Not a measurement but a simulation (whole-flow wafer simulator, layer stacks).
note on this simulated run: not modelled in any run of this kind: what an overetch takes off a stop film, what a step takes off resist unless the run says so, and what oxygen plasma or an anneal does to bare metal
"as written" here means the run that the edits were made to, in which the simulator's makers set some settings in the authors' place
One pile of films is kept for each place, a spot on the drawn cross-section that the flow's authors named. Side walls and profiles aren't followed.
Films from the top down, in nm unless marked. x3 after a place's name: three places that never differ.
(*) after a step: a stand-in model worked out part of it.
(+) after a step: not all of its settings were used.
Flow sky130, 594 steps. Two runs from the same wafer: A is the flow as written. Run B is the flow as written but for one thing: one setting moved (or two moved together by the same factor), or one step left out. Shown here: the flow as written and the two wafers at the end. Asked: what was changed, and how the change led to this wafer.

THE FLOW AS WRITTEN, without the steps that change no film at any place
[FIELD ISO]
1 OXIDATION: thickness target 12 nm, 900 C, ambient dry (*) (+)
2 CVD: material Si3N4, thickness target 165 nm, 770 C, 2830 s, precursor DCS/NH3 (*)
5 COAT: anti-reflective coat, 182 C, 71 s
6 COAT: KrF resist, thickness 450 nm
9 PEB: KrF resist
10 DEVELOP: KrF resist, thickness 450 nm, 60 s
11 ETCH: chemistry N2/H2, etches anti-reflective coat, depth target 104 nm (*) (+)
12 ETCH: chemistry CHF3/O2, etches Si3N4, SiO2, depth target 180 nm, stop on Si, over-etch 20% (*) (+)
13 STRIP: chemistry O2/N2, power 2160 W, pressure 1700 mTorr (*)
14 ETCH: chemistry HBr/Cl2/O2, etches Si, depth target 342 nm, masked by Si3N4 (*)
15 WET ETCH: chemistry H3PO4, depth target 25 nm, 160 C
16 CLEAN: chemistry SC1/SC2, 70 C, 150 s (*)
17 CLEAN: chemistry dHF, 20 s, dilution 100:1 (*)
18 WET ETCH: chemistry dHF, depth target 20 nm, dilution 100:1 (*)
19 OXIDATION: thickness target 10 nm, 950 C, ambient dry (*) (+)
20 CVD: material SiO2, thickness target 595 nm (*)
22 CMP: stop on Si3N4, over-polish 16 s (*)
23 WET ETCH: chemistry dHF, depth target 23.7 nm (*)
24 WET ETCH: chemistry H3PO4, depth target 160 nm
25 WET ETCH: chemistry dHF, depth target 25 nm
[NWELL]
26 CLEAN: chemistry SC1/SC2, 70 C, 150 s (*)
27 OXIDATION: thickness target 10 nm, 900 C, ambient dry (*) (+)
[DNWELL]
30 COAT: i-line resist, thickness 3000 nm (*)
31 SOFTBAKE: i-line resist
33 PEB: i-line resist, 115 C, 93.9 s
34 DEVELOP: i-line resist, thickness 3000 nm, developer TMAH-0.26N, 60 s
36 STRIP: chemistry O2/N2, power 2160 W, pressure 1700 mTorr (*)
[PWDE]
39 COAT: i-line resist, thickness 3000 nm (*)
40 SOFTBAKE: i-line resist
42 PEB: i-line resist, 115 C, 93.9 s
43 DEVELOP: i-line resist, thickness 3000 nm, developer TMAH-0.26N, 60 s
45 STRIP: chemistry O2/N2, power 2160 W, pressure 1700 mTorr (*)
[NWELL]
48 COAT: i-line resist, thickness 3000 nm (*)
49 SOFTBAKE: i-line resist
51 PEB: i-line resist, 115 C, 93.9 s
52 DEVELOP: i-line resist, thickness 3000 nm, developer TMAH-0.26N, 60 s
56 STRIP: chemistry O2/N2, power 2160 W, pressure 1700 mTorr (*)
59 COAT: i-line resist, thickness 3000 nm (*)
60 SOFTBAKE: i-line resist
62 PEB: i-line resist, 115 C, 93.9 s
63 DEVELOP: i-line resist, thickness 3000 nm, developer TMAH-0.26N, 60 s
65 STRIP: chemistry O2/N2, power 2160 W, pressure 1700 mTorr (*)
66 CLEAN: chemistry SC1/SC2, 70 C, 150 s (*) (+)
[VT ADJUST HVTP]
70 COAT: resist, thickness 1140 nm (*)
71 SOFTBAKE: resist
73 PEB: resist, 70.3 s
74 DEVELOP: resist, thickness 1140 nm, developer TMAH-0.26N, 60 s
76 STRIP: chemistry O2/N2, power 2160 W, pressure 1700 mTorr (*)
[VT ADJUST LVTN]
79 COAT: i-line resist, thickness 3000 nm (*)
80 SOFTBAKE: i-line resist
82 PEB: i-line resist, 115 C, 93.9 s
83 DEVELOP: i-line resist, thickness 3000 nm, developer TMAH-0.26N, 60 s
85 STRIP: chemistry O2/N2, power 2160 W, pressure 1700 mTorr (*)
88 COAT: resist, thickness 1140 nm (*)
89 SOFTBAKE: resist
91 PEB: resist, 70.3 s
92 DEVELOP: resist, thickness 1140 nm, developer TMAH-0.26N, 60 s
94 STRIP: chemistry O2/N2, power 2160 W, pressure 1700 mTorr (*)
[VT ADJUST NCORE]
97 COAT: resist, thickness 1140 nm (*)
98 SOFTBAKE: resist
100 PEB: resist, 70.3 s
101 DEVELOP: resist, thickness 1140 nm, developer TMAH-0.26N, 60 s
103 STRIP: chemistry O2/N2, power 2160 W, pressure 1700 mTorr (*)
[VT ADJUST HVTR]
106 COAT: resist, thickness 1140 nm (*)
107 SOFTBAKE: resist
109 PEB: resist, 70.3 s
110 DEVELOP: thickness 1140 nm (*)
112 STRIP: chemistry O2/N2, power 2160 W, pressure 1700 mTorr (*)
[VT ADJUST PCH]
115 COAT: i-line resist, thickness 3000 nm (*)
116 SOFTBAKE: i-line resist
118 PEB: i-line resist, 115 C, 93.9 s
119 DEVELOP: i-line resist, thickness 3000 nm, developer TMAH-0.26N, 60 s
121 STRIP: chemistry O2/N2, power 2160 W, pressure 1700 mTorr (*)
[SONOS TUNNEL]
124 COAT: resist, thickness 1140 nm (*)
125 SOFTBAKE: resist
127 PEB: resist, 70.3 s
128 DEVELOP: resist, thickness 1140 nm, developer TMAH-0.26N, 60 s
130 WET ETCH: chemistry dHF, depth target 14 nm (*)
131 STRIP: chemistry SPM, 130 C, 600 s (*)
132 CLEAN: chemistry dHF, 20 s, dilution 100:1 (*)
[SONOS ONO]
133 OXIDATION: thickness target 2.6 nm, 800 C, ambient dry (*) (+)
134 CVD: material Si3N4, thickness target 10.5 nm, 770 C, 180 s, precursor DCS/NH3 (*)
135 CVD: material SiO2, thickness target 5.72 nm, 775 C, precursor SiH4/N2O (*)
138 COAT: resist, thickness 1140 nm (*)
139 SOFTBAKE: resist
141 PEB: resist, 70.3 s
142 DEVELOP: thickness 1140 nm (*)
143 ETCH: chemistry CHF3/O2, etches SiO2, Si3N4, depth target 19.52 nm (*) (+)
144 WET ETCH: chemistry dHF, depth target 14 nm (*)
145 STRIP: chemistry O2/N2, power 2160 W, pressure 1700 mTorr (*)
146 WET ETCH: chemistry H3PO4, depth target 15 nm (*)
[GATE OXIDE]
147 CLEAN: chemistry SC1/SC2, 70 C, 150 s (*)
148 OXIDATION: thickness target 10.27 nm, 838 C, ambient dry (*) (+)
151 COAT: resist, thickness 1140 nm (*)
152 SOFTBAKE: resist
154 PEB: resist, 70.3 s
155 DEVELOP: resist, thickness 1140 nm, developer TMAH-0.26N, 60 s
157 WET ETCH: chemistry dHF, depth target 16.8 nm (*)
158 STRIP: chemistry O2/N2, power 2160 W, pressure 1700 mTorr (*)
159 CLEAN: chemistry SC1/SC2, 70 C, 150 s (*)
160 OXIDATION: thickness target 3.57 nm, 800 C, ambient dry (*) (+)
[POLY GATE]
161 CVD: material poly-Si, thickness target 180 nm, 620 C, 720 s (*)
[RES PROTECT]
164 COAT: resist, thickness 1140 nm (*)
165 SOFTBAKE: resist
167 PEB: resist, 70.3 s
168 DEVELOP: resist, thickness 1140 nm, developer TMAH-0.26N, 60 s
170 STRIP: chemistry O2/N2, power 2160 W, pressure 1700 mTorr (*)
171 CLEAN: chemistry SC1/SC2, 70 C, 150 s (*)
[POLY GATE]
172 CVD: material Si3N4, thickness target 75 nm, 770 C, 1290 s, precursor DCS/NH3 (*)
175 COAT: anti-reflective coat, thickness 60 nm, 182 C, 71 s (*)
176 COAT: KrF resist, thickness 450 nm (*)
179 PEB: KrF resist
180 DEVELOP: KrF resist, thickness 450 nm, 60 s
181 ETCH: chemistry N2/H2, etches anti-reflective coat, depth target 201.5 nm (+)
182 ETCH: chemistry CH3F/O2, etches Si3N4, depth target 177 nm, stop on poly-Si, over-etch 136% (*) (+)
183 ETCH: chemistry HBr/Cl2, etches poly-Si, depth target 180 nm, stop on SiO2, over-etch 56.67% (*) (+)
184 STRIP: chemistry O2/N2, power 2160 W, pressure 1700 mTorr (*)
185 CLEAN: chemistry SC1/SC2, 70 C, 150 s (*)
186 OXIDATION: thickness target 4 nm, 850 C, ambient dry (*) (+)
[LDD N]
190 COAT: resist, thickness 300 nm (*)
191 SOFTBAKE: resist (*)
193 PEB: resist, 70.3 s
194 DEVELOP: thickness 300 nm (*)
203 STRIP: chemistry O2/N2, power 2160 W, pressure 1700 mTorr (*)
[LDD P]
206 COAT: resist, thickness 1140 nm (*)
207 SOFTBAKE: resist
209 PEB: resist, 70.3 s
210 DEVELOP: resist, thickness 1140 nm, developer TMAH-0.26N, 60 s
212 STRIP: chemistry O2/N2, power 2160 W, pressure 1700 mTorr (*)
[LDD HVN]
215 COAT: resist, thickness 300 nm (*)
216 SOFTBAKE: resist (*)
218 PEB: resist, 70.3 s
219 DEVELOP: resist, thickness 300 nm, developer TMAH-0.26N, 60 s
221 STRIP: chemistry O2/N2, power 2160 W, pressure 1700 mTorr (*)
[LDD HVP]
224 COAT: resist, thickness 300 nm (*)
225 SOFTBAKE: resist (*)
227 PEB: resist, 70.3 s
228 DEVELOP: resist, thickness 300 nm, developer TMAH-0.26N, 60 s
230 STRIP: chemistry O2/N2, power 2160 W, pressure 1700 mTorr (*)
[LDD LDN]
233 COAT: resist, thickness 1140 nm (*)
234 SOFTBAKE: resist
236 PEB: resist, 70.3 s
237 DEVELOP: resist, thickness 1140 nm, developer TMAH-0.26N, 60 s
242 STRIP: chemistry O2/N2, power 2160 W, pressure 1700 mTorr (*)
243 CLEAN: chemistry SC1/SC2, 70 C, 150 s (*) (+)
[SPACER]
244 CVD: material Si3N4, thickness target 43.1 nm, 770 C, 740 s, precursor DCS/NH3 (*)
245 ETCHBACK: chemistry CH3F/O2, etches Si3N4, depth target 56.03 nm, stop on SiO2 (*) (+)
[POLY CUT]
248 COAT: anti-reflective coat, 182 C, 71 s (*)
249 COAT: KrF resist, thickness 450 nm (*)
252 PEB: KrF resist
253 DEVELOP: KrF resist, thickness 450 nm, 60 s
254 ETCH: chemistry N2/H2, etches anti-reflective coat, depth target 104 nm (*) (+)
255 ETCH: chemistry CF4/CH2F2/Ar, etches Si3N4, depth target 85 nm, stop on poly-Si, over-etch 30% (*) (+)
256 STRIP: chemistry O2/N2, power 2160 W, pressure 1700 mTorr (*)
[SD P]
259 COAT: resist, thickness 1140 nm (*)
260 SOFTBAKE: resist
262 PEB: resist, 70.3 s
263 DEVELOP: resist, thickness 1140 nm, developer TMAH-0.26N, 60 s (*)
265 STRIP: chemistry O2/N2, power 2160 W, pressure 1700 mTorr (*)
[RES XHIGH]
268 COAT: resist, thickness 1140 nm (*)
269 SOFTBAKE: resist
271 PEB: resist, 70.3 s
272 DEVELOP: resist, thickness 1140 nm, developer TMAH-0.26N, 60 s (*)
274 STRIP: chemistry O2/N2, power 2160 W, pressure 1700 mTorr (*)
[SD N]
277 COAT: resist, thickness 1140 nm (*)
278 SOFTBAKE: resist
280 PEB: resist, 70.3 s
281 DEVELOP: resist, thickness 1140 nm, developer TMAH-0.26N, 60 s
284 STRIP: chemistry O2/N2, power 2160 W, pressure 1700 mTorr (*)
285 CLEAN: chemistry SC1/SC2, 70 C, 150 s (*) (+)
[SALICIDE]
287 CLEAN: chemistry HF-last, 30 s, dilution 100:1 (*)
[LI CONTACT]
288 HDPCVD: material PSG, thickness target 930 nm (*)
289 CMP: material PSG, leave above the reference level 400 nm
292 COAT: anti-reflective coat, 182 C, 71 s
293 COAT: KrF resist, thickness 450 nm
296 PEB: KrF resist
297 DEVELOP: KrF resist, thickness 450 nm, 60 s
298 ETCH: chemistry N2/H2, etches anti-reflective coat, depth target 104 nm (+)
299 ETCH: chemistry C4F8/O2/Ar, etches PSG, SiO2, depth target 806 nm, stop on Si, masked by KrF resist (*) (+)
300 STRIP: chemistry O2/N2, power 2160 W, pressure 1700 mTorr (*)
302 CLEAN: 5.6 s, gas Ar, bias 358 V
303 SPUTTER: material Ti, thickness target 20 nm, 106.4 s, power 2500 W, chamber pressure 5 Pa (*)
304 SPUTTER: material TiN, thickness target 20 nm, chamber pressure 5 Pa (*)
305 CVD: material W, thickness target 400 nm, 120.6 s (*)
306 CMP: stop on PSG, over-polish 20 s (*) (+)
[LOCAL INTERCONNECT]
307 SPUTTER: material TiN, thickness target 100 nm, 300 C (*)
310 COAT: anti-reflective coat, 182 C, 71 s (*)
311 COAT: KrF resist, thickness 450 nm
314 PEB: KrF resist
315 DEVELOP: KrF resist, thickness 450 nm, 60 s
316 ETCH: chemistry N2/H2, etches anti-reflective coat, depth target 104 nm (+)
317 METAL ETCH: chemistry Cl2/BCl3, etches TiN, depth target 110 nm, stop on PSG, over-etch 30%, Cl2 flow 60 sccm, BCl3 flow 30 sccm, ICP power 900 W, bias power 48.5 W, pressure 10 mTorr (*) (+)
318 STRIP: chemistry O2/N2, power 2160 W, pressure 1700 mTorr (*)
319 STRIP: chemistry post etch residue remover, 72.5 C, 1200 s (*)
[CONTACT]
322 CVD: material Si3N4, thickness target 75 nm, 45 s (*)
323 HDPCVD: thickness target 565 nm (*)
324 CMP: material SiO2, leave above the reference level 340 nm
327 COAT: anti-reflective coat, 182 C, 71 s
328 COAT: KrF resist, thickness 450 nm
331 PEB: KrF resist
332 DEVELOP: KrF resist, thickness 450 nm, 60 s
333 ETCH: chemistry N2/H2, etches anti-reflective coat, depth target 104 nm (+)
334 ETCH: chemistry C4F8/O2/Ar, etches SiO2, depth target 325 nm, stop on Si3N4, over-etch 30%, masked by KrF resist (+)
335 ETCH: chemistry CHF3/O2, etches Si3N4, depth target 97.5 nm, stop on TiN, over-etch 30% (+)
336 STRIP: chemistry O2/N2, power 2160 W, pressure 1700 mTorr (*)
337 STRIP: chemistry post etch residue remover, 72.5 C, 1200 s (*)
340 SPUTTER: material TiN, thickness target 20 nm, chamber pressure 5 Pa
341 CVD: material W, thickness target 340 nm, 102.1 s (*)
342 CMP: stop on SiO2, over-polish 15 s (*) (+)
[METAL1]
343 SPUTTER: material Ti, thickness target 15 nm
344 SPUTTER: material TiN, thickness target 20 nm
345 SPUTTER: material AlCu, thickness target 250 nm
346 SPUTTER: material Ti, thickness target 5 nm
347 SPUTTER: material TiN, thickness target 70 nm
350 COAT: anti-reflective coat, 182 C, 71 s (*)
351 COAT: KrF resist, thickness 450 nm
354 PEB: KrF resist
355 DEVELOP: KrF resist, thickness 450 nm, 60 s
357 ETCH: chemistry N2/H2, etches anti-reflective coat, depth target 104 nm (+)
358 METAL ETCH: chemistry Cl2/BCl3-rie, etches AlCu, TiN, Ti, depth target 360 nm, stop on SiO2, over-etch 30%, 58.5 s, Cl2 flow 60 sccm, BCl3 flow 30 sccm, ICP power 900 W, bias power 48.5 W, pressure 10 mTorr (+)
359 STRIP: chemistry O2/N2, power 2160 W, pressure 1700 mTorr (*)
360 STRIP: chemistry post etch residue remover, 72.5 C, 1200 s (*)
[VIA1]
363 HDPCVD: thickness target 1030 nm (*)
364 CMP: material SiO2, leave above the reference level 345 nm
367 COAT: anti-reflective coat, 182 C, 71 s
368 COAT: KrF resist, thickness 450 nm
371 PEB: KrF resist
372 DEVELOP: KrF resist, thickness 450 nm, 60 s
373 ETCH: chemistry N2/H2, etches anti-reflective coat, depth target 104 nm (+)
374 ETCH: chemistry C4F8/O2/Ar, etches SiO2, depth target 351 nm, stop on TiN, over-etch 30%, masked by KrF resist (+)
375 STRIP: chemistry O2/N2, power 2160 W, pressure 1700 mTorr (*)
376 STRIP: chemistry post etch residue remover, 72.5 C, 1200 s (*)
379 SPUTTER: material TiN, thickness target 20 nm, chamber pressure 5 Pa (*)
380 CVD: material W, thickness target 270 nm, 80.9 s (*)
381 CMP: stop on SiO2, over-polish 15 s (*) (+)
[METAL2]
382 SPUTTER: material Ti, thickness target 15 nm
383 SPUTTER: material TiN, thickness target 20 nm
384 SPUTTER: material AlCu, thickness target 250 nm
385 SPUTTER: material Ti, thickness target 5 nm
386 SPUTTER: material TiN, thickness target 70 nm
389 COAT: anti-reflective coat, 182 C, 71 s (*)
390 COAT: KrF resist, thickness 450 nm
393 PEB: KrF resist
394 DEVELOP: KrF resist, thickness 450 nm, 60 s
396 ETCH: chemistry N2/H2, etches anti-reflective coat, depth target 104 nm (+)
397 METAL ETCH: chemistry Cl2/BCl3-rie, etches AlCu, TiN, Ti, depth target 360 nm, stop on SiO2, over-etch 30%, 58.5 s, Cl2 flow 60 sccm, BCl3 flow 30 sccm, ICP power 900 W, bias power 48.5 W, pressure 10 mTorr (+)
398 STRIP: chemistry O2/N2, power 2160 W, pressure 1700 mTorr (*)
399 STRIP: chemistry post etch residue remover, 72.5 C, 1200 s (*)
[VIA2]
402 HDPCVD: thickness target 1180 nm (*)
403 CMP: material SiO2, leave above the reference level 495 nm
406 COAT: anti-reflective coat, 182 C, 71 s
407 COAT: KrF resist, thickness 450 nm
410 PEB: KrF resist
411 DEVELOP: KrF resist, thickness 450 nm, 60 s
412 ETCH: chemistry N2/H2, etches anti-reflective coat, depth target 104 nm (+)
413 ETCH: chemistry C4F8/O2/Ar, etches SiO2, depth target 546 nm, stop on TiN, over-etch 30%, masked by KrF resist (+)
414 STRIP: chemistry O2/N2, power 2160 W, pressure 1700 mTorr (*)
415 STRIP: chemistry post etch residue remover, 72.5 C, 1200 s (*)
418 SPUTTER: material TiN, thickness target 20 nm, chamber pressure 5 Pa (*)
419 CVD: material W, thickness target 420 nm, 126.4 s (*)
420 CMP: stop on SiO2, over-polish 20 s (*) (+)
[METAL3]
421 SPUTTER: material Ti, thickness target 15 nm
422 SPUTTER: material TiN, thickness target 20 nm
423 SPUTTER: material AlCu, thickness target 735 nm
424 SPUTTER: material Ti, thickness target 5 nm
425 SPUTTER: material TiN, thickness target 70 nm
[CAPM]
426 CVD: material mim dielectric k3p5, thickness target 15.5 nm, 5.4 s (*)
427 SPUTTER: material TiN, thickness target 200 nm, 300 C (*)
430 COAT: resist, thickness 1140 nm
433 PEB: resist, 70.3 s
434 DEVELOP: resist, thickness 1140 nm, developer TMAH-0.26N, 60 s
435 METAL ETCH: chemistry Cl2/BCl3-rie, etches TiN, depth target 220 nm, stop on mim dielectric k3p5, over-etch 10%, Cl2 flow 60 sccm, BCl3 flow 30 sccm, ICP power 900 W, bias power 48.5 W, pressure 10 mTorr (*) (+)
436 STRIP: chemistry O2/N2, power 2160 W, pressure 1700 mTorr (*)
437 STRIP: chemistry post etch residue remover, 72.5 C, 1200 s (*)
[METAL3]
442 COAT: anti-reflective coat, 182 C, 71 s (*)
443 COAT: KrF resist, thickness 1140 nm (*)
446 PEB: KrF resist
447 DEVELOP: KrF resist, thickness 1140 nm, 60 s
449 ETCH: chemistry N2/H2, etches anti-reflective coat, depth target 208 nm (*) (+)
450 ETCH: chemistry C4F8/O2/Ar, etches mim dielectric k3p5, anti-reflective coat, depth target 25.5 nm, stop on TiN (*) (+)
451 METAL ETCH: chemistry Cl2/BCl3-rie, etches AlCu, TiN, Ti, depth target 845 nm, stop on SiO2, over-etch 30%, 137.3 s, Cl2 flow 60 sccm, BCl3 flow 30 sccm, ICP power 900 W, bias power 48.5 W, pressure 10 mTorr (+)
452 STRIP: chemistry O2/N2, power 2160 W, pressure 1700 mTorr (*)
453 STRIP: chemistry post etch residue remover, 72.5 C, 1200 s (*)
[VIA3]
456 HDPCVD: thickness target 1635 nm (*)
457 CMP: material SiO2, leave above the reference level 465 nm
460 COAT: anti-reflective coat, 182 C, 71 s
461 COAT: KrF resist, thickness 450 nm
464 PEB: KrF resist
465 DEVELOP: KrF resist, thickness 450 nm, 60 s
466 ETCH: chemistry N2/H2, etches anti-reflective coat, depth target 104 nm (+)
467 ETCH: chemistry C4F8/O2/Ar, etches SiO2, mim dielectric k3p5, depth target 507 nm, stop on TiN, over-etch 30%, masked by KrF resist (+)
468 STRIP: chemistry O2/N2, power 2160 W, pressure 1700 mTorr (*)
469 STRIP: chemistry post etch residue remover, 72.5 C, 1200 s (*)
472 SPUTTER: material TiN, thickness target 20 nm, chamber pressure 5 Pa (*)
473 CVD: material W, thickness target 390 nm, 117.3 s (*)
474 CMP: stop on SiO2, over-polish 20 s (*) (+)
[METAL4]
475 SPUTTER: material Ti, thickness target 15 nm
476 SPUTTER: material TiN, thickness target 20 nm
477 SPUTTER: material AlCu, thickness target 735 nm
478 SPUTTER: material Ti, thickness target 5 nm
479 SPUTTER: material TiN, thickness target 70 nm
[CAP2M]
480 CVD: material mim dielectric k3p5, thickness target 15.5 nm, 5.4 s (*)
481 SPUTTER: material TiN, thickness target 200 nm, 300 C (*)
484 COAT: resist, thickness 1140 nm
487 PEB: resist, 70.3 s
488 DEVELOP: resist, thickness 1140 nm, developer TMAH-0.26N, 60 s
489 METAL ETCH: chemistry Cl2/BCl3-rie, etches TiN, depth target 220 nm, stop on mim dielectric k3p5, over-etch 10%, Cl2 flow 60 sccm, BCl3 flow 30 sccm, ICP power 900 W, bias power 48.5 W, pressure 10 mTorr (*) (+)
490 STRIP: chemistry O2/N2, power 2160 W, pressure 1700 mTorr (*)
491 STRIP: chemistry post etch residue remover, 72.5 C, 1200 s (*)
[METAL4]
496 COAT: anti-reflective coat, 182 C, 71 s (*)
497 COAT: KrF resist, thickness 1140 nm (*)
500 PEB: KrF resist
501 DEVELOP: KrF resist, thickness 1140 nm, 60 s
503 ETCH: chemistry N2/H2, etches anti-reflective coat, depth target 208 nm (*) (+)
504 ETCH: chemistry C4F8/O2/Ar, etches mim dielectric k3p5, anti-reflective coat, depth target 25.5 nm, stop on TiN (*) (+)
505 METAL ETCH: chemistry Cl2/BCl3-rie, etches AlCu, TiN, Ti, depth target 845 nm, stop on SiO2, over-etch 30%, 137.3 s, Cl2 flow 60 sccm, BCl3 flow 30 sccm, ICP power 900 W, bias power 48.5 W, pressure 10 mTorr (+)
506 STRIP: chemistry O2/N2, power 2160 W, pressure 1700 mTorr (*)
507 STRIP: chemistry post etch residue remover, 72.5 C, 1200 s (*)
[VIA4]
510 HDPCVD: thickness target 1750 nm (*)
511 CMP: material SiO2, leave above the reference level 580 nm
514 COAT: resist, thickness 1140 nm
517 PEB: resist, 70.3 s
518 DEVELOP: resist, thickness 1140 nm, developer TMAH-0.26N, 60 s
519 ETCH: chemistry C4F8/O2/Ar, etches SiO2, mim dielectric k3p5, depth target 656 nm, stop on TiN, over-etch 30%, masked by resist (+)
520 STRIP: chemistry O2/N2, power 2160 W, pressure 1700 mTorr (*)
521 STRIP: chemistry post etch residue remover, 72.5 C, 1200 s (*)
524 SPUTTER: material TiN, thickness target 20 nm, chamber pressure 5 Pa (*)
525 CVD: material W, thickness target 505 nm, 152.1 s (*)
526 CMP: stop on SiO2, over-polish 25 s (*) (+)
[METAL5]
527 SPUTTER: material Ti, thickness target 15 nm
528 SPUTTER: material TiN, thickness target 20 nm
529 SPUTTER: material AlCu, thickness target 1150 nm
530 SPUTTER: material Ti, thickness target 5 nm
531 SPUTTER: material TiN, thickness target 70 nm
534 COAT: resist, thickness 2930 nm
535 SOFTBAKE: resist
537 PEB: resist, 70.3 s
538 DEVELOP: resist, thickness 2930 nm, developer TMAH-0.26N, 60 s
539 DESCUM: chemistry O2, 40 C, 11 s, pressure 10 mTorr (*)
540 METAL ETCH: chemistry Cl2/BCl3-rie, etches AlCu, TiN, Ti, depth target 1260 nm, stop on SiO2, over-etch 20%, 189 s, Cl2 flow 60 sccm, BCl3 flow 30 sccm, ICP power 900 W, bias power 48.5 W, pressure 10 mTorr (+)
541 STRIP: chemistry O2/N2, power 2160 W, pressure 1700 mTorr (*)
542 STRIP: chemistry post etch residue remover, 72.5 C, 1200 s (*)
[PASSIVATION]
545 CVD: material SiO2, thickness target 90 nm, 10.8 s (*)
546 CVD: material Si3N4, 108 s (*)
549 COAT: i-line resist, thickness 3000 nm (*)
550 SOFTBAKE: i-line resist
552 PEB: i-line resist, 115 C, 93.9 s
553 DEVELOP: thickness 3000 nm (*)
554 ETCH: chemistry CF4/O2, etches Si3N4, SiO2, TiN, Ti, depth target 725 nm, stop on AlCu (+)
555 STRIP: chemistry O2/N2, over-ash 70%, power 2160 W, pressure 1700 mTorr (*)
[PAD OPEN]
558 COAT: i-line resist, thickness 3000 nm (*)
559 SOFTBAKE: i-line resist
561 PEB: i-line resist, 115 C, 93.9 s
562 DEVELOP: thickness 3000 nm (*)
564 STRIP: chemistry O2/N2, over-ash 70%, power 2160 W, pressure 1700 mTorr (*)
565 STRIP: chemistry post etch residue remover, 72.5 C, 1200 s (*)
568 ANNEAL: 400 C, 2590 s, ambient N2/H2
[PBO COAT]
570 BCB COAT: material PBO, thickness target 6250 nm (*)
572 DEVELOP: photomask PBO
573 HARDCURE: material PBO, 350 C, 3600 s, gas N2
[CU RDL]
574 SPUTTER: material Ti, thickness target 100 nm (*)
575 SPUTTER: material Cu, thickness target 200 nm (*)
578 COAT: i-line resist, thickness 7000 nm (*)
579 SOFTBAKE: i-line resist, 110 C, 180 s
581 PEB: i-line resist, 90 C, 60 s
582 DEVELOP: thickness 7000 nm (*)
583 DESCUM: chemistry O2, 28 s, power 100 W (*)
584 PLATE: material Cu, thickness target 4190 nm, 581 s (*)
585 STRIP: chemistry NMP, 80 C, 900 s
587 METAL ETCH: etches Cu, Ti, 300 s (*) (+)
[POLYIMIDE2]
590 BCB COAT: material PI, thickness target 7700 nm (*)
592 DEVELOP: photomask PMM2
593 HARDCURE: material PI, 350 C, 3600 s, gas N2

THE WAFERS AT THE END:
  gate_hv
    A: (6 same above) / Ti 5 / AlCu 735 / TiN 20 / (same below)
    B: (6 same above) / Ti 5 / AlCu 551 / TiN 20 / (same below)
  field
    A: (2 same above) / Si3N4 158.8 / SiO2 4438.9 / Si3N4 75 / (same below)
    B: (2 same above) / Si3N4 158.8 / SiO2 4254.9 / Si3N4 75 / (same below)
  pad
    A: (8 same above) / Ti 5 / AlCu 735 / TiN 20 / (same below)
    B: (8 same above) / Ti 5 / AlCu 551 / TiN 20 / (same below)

The cause: step 477, SPUTTER: thickness target 551 nm was run, where the flow has thickness target 735 nm.
It can be read off the wafer: gate_hv has AlCu 551, and step 477 as written asks for 735 nm.

How the change led to this, step by step:
  477 SPUTTER: material AlCu, thickness target 735 nm
      field, active, n_well and 189 more: A AlCu +735 (new film) | B AlCu +551 (new film)
  505 METAL ETCH: chemistry Cl2/BCl3-rie, etches AlCu, TiN, Ti, depth target 845 nm, stop on SiO2, over-etch 30%, 137.3 s, Cl2 flow 60 sccm, BCl3 flow 30 sccm, ICP power 900 W, bias power 48.5 W, pressure 10 mTorr (+)
      field, gate, spacer and 68 more: A TiN -70 (all of it), Ti -5 (all of it), AlCu -735 (all of it), TiN -20 (all of it), Ti -15 (all of it), SiO2 -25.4 | B TiN -70 (all of it), Ti -5 (all of it), AlCu -551 (all of it), TiN -20 (all of it), Ti -15 (all of it), SiO2 -43.8
      active, vpp_iso1, mim_edge_plate and 14 more: A TiN -70 (all of it), Ti -5 (all of it), AlCu -735 (all of it), TiN -20 (all of it), Ti -15 (all of it), SiO2 -25.3 | B TiN -70 (all of it), Ti -5 (all of it), AlCu -551 (all of it), TiN -20 (all of it), Ti -15 (all of it), SiO2 -43.8
  511 CMP: material SiO2, leave above the reference level 580 nm
      field, active, gate and 77 more: A SiO2 -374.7 | B SiO2 -540.2
      iso_guard__w1, mim_edge_gap, vpp_m3ln, via2_enc: A SiO2 -374.6 | B SiO2 -540.3
      (and at 4 more places)
